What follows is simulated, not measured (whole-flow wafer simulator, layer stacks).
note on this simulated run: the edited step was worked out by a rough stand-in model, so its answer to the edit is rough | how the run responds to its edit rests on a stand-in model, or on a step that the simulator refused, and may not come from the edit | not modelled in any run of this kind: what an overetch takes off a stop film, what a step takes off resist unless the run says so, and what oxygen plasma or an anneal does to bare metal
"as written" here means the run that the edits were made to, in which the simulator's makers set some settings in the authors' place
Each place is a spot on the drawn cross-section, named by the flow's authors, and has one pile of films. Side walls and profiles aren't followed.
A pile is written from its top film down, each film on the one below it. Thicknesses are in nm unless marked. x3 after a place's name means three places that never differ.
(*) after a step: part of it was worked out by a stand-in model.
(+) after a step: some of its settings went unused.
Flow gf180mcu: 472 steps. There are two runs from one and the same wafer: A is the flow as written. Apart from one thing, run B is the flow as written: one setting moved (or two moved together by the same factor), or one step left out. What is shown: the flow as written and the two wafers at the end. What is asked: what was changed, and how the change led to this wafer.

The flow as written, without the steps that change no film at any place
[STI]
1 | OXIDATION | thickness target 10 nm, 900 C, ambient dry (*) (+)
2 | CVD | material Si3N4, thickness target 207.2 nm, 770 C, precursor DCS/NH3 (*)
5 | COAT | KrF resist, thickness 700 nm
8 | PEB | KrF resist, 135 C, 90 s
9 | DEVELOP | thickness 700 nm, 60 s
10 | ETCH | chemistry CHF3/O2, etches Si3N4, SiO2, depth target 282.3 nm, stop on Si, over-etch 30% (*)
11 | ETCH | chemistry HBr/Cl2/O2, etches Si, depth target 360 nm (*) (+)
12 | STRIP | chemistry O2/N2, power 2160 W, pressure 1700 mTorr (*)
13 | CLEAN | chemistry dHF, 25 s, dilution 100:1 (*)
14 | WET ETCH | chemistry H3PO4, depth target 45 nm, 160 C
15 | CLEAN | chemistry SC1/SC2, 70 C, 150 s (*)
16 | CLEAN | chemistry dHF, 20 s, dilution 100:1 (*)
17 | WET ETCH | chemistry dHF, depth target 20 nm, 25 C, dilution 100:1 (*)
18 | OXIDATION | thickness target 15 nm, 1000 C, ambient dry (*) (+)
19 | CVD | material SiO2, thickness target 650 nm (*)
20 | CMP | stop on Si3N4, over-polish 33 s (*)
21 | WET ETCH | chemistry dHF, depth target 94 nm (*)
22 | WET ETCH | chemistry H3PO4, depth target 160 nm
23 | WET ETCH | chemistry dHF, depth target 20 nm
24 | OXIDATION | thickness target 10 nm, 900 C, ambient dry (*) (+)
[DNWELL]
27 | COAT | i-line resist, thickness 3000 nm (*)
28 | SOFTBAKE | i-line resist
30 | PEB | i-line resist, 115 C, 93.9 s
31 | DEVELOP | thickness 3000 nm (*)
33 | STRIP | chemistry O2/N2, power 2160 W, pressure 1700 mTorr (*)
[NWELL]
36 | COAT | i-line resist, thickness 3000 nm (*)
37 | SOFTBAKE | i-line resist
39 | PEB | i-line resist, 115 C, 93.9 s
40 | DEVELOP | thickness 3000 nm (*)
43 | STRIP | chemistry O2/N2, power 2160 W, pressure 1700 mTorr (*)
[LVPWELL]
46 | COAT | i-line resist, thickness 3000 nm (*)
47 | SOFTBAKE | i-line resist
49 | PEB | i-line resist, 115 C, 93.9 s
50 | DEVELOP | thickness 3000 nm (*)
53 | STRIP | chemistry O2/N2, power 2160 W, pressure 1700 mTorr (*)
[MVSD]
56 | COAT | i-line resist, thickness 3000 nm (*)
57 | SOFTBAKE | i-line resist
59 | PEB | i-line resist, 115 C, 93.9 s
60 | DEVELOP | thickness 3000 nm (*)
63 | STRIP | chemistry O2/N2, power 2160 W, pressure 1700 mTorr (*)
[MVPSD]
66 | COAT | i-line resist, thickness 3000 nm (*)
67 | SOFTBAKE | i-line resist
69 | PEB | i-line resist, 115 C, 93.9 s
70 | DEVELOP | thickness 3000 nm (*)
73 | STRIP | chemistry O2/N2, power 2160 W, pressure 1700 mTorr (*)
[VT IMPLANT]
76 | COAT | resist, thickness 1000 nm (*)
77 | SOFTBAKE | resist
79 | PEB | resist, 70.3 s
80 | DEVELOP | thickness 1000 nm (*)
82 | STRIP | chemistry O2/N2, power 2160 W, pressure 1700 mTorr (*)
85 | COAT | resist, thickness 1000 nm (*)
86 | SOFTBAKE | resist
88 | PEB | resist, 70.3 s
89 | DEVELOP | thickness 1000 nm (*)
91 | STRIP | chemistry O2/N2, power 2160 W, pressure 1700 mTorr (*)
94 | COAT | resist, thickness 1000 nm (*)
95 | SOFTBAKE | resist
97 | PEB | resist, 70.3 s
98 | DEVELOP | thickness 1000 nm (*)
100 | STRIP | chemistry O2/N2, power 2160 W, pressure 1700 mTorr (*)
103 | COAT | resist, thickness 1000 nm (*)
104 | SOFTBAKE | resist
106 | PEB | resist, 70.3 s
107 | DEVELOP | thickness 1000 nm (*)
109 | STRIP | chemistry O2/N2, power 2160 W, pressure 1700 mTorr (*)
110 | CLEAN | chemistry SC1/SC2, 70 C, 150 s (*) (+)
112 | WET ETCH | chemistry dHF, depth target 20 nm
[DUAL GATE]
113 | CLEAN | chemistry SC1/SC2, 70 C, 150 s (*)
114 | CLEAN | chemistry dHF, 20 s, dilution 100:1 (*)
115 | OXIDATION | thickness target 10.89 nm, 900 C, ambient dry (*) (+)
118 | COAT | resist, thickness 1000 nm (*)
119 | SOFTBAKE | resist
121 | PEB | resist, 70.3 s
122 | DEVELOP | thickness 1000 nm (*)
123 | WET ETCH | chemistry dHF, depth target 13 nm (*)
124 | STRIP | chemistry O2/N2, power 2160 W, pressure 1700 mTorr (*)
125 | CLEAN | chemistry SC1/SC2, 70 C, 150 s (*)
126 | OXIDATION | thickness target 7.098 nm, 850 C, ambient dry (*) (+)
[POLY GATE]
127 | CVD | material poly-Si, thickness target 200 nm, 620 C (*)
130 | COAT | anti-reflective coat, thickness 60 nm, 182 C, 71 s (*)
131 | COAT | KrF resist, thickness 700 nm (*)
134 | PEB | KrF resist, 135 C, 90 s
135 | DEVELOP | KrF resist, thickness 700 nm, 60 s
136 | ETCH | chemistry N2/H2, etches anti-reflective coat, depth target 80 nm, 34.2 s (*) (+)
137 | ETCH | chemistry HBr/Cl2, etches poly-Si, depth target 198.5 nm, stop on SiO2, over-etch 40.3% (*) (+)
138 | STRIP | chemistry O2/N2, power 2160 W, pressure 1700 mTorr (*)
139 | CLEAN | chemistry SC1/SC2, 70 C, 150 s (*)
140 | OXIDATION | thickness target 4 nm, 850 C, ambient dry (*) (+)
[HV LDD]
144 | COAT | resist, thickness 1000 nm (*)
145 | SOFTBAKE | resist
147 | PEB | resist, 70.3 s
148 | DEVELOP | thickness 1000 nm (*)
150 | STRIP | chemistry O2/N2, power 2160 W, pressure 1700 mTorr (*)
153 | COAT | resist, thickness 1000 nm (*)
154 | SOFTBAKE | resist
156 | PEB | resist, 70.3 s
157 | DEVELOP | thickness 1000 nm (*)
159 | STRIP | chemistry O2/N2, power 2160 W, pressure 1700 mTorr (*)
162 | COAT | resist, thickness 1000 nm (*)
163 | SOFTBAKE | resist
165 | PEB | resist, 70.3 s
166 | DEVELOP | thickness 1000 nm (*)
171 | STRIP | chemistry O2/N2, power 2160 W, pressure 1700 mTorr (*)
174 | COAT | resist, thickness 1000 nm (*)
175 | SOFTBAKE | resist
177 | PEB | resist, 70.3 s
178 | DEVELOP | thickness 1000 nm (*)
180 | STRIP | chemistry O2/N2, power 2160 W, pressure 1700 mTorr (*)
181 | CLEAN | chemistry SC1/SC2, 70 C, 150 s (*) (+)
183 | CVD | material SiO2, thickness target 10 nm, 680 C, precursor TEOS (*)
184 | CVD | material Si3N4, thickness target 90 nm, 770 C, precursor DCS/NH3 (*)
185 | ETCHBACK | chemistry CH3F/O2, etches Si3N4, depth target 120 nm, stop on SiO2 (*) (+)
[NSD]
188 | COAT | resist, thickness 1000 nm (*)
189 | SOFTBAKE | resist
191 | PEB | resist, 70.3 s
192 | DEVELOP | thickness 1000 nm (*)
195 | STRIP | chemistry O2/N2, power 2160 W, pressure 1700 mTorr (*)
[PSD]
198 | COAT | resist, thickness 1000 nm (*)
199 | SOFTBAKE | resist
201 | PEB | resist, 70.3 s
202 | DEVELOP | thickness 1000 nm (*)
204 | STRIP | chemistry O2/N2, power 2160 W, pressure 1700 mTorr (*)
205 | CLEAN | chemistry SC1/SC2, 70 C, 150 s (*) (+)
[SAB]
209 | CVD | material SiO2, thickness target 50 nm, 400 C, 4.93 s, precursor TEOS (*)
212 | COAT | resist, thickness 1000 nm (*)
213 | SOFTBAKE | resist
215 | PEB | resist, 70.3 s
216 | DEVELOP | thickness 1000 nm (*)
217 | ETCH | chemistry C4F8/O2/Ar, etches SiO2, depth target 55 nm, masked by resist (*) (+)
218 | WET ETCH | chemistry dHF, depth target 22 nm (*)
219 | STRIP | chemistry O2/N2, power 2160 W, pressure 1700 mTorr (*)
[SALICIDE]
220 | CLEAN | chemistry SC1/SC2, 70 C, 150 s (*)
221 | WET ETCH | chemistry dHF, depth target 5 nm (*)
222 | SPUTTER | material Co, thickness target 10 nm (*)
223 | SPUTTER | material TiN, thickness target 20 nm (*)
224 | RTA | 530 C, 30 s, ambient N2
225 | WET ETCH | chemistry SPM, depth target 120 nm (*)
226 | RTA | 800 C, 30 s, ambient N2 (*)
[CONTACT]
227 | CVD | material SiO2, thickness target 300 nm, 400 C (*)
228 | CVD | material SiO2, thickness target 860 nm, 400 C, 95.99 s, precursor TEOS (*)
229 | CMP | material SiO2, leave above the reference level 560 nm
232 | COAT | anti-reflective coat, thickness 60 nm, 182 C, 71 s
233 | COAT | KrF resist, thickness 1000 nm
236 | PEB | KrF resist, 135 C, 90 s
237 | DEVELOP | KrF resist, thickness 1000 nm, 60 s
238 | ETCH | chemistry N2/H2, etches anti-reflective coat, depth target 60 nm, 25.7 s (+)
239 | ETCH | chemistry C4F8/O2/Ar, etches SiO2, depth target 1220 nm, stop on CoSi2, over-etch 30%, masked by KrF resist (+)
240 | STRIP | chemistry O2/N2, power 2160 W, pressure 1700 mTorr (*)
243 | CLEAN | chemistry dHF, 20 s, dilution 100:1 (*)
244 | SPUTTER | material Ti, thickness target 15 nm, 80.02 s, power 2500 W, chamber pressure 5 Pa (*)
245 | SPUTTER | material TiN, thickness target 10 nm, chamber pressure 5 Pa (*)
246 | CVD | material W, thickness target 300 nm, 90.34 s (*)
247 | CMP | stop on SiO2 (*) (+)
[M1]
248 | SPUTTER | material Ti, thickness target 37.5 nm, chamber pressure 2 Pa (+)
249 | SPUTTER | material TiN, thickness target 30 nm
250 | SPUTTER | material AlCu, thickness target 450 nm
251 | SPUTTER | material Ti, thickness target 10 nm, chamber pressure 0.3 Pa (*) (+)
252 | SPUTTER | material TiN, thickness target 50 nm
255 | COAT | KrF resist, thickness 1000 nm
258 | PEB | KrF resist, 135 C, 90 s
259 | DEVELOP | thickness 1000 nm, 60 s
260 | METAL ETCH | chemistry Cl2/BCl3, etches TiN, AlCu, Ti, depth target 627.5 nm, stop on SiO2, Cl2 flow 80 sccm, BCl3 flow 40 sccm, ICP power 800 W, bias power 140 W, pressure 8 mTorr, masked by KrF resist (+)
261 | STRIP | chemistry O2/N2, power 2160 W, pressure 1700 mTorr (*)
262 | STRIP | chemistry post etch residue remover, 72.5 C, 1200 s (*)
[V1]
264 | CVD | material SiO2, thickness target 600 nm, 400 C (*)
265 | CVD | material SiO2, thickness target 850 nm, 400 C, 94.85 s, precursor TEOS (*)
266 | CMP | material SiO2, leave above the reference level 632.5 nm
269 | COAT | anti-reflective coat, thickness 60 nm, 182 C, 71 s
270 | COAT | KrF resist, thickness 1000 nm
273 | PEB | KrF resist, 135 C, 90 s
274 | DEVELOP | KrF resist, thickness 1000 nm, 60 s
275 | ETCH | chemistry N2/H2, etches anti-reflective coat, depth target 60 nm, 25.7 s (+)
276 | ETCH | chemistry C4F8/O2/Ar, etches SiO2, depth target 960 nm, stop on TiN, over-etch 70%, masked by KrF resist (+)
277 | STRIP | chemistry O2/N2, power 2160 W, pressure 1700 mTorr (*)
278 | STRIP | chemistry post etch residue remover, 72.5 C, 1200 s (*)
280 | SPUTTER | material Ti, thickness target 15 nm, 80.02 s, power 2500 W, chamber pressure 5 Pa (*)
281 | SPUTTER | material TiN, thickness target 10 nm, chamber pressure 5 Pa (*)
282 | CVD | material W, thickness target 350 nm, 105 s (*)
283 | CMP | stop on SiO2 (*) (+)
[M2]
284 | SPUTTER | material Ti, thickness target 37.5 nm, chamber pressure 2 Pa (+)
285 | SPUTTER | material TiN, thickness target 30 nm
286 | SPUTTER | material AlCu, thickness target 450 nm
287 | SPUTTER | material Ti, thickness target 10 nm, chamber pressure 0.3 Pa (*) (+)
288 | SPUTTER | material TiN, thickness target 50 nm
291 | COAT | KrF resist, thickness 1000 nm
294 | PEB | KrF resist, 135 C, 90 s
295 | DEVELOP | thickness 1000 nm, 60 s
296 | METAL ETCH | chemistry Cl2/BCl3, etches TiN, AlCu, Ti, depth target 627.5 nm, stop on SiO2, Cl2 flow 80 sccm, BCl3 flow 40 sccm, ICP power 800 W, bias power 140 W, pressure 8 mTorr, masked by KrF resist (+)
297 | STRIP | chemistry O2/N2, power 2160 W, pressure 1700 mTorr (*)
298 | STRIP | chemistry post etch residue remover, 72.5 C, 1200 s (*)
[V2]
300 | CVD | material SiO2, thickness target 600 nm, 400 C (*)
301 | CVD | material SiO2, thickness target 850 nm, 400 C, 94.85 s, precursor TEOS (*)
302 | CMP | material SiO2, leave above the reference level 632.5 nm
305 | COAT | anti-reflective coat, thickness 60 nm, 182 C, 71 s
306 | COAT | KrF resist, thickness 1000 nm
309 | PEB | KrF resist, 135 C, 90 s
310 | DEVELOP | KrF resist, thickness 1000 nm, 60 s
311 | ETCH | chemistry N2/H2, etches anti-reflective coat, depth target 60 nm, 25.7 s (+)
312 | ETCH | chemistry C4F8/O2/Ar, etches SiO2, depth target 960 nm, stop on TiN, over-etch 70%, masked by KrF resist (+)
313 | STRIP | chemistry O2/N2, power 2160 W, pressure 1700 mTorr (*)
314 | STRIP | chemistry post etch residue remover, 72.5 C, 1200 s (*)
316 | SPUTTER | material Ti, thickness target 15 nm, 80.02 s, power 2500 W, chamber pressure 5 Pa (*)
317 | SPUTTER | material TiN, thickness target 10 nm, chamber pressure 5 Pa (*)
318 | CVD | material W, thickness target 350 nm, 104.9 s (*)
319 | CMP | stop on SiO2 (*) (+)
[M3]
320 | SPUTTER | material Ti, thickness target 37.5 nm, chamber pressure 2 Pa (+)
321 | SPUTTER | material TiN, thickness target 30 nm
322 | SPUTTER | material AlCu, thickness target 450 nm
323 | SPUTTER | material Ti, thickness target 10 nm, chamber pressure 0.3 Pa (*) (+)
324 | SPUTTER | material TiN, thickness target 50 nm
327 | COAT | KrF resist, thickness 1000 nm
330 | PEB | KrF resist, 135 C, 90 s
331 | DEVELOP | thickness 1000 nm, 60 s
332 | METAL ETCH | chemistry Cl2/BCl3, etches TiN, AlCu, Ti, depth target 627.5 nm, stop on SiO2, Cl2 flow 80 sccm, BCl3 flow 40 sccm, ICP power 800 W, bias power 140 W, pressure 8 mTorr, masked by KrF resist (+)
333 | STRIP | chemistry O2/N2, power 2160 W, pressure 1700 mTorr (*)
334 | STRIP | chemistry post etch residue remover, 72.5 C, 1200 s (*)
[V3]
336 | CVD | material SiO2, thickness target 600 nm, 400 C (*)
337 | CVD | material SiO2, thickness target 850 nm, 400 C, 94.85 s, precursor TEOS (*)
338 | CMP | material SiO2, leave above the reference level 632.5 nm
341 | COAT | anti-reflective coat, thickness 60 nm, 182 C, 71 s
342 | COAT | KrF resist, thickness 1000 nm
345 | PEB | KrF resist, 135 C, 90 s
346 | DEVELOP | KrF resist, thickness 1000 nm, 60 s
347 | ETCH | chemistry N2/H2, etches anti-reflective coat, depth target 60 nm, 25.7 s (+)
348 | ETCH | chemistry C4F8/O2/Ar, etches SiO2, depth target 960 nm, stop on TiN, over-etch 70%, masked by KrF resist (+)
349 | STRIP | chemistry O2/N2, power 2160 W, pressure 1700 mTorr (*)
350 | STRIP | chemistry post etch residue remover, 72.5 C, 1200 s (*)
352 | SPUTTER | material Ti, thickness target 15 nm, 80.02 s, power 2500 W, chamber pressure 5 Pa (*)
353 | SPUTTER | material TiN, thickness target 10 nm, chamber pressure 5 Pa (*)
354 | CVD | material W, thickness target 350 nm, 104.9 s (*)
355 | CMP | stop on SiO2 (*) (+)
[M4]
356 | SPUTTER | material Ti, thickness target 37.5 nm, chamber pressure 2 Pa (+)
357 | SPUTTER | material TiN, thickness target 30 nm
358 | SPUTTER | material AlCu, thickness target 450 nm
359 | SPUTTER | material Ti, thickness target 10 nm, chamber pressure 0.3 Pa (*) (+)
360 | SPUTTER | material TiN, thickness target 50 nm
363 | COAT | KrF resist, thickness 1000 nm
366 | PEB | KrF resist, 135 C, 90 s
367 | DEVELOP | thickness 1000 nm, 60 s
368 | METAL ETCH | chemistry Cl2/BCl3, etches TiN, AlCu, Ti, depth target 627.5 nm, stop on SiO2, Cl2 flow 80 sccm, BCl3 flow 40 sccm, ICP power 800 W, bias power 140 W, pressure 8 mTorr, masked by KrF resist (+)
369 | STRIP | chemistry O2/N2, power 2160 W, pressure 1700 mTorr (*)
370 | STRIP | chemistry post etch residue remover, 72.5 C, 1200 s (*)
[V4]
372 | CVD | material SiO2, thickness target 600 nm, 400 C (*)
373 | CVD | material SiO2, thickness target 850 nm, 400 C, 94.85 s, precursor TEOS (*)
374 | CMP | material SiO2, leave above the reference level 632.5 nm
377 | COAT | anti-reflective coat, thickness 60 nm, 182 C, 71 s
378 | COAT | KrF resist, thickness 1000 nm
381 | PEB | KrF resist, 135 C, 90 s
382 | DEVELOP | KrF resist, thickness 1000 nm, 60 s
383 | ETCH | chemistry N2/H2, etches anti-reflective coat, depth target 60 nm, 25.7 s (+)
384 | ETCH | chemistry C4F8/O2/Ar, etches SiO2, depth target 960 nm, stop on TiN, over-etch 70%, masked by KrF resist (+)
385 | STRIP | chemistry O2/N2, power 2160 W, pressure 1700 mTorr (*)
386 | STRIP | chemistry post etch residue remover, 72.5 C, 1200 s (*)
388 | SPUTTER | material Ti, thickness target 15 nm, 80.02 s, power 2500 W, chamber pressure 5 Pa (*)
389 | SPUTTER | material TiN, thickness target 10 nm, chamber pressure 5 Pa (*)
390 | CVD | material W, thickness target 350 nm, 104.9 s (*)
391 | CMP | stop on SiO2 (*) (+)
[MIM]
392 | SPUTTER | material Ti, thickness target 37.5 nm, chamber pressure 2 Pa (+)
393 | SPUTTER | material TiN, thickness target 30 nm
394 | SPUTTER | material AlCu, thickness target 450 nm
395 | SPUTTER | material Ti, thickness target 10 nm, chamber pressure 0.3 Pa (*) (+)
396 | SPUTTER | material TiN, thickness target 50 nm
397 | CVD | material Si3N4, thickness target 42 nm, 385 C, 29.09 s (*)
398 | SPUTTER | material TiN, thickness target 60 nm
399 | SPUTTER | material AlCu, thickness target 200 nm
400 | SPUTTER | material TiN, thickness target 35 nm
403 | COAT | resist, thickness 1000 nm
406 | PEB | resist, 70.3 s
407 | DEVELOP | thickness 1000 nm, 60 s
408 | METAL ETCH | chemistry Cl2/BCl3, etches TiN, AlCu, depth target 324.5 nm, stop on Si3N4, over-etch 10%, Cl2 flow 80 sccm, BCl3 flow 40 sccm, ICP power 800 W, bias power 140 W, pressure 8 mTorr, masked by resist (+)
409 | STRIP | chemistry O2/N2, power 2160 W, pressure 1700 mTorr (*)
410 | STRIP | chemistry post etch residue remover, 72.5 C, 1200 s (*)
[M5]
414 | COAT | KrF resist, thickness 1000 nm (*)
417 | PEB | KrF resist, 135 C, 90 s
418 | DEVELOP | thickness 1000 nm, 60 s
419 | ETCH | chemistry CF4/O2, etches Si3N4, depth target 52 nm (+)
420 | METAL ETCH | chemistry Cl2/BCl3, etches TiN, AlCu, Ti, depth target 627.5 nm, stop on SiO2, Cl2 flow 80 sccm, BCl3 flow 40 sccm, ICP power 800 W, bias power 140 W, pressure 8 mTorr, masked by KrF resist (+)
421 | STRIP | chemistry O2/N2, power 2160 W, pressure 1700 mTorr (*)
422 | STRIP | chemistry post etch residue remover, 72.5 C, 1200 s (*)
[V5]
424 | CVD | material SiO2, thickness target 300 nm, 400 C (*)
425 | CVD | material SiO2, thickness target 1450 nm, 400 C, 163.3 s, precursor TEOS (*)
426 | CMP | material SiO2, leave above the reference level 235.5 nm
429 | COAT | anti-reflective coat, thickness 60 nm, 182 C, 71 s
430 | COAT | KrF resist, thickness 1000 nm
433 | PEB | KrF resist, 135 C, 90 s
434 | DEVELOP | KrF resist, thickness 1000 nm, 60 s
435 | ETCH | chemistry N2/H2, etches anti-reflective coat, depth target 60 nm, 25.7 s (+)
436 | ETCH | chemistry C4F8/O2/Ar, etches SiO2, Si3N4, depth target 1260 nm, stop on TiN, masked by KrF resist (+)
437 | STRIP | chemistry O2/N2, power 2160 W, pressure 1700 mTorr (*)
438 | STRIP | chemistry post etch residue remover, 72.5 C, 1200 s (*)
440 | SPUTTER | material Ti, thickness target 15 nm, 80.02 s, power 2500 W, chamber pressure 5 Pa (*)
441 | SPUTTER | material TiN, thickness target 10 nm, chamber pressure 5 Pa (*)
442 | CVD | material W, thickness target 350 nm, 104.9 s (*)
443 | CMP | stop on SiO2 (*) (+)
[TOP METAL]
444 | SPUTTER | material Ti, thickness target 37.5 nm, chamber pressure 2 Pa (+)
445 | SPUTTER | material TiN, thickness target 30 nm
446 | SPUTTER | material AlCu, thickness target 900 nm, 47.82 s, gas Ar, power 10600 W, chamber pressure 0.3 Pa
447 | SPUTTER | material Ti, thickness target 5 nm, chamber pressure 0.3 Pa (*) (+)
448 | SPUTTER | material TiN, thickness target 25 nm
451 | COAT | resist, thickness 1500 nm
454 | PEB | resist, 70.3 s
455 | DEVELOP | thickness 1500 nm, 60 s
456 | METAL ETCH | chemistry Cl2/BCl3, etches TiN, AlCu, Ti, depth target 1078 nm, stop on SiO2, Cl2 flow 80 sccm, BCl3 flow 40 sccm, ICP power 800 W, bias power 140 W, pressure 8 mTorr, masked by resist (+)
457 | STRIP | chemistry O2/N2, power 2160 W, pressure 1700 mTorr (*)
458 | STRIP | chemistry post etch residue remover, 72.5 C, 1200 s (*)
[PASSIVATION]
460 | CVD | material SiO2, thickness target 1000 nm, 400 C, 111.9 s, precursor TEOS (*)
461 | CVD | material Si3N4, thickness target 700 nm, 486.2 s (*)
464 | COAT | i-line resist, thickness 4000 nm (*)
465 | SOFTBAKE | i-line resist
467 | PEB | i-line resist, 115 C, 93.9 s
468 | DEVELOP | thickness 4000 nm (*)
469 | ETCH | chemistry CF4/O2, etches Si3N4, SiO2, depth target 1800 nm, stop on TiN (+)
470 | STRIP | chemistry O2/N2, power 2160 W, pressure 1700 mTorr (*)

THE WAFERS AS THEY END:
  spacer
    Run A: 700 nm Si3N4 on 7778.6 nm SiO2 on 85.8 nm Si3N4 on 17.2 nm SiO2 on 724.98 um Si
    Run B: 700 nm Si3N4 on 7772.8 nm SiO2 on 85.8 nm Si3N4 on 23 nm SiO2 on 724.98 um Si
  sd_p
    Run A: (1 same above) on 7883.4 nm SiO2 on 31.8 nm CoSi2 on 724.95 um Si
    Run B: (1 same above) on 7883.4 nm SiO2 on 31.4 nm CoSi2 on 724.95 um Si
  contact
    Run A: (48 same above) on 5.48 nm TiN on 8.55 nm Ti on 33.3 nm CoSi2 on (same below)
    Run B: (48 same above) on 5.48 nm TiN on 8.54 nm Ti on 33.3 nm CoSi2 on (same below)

The reason: step 183, CVD: thickness target 15.8 nm was run, whereas the flow has thickness target 10 nm.

How this came from the change, step by step:
  183 | CVD | material SiO2, thickness target 10 nm, 680 C, precursor TEOS (*)
      field, field__w1, field__w2 and 99 more: A +10 SiO2 | B +15.8 SiO2
      ld_drift_p: A +9.87 SiO2 | B +15.6 SiO2
      (as well as at 1 more place)
  189 | SOFTBAKE | resist
      field__w9: A +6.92 resist | B -3.07 resist
      field_sub__w1: A +7.47 resist | B +9.79 resist
  199 | SOFTBAKE | resist
      field__w9: A +6.92 resist | B -3.07 resist
      field_sub__w1: A +7.47 resist | B +9.79 resist
  218 | WET ETCH | chemistry dHF, depth target 22 nm (*)
      gate, gate_hv, gate_p and 23 more: A -5.48 SiO2 (all of it) | B -11.3 SiO2 (all of it)
      field, field__w10, sti and 14 more: A -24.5 SiO2 | B -25.4 SiO2
      (as well as at 56 more places)
  229 | CMP | material SiO2, leave above the reference level 560 nm
      field_sub, field_sub__w2: A -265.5 SiO2 | B -271 SiO2
      field__w2: A -250 SiO2 | B -256.1 SiO2
      (as well as at 5 more places)
